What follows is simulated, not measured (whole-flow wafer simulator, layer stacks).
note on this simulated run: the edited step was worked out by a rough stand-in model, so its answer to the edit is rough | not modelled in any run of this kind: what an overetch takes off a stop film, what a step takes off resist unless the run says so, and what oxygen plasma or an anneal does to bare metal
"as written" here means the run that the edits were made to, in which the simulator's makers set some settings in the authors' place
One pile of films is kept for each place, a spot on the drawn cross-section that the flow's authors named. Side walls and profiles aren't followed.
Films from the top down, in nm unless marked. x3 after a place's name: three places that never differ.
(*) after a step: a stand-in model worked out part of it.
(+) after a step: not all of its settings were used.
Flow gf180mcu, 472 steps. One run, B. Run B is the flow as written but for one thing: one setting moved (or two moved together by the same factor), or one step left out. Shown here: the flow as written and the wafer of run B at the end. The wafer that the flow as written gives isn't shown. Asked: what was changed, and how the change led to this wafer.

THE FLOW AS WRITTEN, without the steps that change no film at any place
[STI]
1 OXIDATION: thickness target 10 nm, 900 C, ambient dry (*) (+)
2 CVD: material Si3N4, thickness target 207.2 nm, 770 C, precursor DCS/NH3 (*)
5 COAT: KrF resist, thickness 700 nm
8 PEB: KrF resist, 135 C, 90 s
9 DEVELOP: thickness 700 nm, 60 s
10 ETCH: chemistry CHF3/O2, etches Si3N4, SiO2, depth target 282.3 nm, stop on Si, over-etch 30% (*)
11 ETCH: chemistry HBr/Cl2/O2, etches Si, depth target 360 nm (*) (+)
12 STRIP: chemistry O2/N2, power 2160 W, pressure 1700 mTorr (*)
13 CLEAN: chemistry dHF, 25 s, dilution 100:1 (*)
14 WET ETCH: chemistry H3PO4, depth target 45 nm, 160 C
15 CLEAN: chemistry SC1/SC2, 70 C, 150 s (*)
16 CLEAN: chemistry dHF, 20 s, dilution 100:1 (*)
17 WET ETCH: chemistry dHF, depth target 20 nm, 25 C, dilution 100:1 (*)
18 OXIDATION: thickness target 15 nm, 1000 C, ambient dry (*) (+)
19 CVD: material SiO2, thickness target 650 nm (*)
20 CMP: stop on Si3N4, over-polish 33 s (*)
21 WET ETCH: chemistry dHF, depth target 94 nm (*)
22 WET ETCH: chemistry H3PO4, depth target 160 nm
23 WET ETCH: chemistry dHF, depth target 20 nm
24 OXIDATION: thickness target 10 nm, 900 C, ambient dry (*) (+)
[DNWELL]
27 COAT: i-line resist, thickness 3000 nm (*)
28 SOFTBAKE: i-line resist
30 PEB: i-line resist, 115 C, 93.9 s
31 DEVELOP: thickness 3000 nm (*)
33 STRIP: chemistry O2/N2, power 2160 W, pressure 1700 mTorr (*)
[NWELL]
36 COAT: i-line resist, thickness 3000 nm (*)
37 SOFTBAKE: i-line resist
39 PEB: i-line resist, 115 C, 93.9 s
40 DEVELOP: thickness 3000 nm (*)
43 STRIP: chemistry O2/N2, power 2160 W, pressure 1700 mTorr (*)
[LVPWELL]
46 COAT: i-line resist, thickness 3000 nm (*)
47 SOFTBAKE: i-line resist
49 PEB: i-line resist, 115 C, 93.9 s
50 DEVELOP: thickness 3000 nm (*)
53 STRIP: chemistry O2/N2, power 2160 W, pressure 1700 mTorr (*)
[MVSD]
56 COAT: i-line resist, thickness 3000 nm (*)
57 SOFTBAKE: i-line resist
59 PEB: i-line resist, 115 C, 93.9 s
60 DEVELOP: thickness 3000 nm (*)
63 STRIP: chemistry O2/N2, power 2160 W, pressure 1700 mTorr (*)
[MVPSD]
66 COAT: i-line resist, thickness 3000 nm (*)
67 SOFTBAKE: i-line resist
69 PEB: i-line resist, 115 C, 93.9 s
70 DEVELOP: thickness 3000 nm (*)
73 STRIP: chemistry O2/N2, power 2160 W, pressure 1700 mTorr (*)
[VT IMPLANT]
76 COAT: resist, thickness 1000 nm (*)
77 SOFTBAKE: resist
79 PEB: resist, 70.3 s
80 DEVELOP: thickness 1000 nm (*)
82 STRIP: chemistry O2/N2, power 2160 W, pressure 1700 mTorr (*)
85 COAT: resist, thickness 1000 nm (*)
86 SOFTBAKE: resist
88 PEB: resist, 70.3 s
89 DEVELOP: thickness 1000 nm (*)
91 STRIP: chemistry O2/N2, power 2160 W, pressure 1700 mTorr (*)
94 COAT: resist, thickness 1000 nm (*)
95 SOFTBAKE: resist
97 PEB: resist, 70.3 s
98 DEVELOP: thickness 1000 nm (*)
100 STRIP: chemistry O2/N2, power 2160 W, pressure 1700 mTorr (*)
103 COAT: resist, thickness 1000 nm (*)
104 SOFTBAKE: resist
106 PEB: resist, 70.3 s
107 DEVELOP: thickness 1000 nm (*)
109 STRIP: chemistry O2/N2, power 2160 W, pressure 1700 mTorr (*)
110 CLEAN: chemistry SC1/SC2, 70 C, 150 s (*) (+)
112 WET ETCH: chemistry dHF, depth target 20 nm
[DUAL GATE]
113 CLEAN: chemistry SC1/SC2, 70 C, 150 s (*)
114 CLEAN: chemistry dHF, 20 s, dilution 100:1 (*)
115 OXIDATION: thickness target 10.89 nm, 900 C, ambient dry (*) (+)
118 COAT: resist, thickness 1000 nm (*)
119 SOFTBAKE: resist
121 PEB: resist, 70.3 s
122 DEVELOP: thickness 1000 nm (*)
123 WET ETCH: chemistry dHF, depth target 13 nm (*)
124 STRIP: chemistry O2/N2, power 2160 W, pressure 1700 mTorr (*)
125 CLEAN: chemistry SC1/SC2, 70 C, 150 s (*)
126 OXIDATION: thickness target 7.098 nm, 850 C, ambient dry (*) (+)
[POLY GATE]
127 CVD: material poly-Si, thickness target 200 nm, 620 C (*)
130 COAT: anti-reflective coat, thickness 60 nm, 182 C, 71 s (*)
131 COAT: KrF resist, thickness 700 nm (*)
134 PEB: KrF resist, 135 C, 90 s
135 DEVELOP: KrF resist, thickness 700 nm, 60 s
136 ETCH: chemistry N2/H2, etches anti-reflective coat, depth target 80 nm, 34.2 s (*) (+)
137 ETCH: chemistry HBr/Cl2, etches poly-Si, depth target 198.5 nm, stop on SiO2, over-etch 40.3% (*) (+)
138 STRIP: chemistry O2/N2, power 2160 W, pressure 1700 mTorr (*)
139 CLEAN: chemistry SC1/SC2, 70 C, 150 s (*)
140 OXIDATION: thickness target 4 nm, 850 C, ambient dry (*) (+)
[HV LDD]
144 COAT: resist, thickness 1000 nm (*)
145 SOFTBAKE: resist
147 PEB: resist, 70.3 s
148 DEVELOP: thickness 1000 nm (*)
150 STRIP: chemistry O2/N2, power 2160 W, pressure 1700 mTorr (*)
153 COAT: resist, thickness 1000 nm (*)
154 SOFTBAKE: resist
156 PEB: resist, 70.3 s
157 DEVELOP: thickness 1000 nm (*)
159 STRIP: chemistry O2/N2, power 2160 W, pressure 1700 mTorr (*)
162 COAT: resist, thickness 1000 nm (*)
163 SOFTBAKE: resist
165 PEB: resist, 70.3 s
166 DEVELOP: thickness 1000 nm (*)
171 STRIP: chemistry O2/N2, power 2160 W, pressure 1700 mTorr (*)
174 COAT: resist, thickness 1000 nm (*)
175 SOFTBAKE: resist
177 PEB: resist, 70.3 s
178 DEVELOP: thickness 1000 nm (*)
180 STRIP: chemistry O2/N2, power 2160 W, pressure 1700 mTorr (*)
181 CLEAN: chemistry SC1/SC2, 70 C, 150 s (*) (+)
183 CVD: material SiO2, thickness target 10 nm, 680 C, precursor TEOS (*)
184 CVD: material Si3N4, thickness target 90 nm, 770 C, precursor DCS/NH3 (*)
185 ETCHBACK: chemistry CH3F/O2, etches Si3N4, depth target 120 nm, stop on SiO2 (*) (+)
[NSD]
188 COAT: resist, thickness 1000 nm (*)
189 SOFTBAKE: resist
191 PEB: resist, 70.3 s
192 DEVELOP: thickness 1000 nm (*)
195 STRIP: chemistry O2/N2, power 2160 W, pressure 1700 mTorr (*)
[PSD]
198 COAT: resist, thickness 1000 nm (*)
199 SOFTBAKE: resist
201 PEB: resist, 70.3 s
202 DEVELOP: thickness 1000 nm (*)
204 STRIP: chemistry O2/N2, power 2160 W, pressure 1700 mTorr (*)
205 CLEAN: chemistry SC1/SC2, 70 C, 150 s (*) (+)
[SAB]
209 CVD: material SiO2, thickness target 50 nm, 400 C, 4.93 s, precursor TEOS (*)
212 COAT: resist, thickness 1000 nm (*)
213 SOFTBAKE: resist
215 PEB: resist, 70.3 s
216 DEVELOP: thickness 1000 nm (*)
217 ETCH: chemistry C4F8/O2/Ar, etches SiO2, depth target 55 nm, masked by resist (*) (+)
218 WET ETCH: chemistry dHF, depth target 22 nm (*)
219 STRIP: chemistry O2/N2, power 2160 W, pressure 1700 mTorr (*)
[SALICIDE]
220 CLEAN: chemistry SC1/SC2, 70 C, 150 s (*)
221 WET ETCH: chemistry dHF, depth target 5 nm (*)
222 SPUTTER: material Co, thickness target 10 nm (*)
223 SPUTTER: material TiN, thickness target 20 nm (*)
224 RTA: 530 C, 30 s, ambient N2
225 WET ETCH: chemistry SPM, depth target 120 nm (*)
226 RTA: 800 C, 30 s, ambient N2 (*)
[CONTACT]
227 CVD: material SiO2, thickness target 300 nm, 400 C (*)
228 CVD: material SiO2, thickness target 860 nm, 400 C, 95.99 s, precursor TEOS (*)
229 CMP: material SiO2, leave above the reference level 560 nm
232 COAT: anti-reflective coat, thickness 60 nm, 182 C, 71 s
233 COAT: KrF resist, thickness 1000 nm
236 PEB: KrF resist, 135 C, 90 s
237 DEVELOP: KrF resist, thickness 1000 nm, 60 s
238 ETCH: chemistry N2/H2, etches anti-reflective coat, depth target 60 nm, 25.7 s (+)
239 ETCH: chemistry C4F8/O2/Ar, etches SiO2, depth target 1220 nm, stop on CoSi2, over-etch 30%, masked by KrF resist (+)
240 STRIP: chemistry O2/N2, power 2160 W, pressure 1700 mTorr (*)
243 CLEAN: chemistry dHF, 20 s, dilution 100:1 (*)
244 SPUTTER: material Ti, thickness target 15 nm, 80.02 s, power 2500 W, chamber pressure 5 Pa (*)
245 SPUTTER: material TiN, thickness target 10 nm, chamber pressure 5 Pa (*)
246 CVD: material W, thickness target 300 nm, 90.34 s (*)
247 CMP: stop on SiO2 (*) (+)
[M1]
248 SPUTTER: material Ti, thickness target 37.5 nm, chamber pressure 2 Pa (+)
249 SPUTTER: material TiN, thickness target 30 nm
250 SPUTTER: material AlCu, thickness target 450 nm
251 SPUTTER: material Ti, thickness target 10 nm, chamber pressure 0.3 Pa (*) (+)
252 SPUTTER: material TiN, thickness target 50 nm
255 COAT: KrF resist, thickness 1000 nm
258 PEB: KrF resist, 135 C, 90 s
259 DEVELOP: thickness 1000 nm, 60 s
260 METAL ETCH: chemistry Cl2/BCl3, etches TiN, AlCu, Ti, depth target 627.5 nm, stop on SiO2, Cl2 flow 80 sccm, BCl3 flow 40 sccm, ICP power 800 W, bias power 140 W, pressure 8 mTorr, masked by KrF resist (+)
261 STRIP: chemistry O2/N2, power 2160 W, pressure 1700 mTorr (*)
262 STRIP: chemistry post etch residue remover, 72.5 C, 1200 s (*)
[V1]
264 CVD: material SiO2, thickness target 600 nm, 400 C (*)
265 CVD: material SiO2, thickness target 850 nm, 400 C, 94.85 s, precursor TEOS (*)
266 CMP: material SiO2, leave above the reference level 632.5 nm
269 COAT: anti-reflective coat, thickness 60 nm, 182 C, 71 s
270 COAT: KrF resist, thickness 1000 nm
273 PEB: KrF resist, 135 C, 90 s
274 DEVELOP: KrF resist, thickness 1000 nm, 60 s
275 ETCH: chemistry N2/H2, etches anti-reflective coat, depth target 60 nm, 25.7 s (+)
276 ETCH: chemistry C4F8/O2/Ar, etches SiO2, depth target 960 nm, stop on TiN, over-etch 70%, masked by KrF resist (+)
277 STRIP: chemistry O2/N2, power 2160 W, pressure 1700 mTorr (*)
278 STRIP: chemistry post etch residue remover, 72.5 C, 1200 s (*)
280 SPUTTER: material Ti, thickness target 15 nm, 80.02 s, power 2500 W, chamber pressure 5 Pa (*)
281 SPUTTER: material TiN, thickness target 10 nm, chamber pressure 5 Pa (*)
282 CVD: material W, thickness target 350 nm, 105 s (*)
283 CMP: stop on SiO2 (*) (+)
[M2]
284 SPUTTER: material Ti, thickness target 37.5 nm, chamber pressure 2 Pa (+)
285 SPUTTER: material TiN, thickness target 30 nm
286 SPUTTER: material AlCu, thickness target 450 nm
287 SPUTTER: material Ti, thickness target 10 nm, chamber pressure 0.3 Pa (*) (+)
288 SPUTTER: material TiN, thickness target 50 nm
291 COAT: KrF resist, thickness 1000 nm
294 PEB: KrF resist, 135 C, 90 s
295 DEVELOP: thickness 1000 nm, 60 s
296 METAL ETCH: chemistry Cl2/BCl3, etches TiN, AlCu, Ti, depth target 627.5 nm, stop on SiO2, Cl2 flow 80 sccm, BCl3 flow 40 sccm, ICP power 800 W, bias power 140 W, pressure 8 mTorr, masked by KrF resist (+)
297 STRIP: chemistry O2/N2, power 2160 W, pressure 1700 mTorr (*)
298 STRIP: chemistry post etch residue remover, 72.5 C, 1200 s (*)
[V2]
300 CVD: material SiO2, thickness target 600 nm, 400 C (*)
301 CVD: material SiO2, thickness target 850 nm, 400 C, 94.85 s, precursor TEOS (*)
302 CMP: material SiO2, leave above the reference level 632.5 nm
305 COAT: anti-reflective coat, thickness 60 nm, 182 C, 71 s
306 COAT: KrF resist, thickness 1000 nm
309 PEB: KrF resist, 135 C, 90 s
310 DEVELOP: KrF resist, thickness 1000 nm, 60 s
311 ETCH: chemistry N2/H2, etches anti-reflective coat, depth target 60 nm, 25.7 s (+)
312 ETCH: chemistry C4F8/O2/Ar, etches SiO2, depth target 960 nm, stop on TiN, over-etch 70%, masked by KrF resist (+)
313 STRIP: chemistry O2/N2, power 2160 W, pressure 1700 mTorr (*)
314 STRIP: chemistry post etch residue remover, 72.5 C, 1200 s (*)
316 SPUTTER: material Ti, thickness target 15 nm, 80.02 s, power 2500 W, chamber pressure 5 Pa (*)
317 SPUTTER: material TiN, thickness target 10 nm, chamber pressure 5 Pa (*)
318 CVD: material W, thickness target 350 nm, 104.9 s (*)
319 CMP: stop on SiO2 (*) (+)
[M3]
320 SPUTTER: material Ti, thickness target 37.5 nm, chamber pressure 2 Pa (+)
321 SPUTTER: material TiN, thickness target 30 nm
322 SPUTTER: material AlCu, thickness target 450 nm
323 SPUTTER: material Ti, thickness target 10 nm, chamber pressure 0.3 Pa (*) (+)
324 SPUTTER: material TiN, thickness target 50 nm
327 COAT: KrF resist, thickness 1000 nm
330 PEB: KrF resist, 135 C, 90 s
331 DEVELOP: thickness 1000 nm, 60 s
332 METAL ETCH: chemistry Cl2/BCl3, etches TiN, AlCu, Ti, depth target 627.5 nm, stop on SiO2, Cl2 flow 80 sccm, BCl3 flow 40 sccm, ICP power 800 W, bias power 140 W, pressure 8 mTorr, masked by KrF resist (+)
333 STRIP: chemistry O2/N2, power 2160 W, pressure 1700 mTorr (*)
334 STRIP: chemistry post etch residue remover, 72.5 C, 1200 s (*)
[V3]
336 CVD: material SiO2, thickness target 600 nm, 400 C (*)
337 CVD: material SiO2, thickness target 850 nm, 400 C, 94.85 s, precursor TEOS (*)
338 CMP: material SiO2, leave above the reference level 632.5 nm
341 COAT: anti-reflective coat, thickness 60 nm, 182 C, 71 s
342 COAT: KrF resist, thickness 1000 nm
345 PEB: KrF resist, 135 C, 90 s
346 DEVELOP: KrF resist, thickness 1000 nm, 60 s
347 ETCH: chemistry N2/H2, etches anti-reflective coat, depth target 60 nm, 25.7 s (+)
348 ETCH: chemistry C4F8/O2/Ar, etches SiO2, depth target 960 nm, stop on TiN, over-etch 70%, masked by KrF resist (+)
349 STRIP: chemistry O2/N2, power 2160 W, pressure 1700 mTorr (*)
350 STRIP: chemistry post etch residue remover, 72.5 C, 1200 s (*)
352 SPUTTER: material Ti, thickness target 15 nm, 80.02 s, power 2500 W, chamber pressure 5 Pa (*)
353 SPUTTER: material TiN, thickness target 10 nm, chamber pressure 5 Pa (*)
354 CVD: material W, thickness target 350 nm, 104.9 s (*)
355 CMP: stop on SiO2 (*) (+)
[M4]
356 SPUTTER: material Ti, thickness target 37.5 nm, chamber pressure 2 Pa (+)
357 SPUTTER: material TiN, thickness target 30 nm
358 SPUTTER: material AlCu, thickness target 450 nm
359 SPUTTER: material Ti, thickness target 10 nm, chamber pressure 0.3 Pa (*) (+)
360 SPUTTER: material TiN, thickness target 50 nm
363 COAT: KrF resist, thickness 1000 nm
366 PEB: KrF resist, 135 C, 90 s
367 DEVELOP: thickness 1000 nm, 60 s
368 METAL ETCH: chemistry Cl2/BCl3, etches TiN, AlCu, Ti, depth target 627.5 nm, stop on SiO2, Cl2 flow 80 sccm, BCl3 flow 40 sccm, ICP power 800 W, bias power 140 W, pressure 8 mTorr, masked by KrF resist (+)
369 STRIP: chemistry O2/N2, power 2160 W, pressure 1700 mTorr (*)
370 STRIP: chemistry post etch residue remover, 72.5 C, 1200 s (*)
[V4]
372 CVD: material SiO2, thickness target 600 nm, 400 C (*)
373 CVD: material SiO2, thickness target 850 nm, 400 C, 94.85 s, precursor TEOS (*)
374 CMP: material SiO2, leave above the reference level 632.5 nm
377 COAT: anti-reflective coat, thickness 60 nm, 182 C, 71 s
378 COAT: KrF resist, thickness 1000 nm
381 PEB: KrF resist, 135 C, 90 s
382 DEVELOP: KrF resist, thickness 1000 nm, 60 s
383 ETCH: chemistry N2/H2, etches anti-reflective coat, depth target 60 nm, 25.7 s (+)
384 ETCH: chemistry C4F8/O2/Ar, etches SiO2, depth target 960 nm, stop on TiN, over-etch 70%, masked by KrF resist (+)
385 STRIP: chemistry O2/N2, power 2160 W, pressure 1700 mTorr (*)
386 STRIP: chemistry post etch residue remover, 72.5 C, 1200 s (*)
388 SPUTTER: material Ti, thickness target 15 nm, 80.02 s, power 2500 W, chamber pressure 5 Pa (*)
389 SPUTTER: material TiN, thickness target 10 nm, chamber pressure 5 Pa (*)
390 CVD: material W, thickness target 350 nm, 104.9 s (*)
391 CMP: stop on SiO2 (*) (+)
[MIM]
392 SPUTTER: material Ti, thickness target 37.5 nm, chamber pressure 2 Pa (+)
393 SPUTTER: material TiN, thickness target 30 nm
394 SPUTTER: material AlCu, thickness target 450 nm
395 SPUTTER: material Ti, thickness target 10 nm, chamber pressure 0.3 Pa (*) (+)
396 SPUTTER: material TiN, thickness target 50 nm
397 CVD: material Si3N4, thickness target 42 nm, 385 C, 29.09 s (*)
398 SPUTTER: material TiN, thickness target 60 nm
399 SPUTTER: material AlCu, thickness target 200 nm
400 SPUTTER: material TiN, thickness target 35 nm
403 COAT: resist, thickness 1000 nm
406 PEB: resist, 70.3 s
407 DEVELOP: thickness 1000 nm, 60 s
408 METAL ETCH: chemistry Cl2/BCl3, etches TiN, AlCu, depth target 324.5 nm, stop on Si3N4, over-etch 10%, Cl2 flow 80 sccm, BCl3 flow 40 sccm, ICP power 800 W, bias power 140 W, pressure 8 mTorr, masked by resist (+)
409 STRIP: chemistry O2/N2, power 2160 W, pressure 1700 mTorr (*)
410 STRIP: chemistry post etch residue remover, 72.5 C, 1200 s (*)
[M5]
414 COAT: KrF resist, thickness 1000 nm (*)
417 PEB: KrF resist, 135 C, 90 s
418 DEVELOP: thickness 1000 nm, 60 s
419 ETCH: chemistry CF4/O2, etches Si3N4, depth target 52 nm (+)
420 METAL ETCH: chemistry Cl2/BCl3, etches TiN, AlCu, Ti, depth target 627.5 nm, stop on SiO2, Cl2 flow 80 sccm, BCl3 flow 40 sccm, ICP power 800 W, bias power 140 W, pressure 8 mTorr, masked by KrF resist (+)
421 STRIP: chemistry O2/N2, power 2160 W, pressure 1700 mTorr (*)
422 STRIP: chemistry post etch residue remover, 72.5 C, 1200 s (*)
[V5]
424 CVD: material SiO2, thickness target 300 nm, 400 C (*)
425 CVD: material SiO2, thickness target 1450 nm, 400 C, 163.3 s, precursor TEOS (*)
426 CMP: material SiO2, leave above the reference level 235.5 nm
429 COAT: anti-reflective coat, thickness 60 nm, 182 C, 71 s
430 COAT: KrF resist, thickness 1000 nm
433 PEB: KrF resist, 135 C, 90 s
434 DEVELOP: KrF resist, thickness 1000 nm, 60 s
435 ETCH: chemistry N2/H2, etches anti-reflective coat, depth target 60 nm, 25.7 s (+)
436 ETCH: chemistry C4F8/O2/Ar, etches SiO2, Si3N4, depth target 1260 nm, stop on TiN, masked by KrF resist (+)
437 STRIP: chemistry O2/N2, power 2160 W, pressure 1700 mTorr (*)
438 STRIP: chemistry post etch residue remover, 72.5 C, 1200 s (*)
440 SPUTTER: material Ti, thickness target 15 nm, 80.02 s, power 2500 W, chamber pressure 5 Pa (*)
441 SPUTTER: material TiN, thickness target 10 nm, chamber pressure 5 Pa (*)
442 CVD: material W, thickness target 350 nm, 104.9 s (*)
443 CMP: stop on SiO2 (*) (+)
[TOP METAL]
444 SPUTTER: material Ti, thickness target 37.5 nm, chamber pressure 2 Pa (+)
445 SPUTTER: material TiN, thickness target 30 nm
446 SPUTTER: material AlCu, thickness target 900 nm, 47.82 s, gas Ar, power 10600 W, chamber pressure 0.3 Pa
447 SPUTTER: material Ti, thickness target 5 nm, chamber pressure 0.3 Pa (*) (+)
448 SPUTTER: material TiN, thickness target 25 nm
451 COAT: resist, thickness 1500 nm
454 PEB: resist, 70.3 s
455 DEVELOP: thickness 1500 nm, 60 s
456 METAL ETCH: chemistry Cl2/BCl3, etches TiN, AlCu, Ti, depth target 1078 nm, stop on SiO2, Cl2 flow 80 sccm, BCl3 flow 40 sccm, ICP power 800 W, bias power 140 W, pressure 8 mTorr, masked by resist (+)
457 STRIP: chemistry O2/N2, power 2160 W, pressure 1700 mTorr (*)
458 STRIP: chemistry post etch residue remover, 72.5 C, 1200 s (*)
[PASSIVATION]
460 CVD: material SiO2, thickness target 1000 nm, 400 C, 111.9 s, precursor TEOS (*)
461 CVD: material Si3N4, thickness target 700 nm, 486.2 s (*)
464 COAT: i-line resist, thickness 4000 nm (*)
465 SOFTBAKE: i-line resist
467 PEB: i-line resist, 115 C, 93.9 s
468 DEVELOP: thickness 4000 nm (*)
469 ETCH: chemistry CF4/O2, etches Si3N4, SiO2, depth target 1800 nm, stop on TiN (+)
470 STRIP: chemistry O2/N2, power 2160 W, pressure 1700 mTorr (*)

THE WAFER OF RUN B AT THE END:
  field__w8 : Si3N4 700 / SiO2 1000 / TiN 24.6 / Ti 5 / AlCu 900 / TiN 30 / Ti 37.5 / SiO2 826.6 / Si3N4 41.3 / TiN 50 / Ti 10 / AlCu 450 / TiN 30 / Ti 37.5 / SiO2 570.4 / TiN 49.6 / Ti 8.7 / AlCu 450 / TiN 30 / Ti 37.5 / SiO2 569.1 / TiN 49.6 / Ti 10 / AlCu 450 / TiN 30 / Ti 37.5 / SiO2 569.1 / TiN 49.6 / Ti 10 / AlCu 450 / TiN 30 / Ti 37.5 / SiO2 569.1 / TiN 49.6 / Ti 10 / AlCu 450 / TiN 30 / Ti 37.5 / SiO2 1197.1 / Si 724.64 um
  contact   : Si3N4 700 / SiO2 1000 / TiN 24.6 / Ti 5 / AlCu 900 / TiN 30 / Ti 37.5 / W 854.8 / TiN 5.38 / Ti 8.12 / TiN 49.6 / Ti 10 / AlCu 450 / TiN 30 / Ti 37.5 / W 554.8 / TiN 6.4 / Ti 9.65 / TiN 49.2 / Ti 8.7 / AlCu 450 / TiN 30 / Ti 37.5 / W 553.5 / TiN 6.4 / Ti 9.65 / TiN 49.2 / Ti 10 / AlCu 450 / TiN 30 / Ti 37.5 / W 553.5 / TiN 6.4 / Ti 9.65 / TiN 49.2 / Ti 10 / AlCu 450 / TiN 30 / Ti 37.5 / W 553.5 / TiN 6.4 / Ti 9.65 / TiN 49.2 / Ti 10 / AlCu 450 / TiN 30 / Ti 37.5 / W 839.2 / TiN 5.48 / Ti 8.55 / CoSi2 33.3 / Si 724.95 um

The cause: step 359, SPUTTER: thickness target 8.7 nm was run, where the flow has thickness target 10 nm.
It can be read off the wafer: field__w8 has Ti 8.7, and step 359 as written asks for 10 nm.

How the change led to this, step by step:
  359 SPUTTER: material Ti, thickness target 10 nm, chamber pressure 0.3 Pa (*) (+)
      field, field__w1, field__w2 and 108 more: Ti +8.7 (new film) (as written it would be: Ti +10 (new film))
  368 METAL ETCH: chemistry Cl2/BCl3, etches TiN, AlCu, Ti, depth target 627.5 nm, stop on SiO2, Cl2 flow 80 sccm, BCl3 flow 40 sccm, ICP power 800 W, bias power 140 W, pressure 8 mTorr, masked by KrF resist (+)
      field, field__w1, field__w2 and 103 more: TiN -50 (all of it), Ti -8.7 (all of it), AlCu -450 (all of it), TiN -30 (all of it), Ti -37.5 (all of it) (as written it would be: TiN -50 (all of it), Ti -10 (all of it), AlCu -450 (all of it), TiN -30 (all of it), Ti -37.5 (all of it))
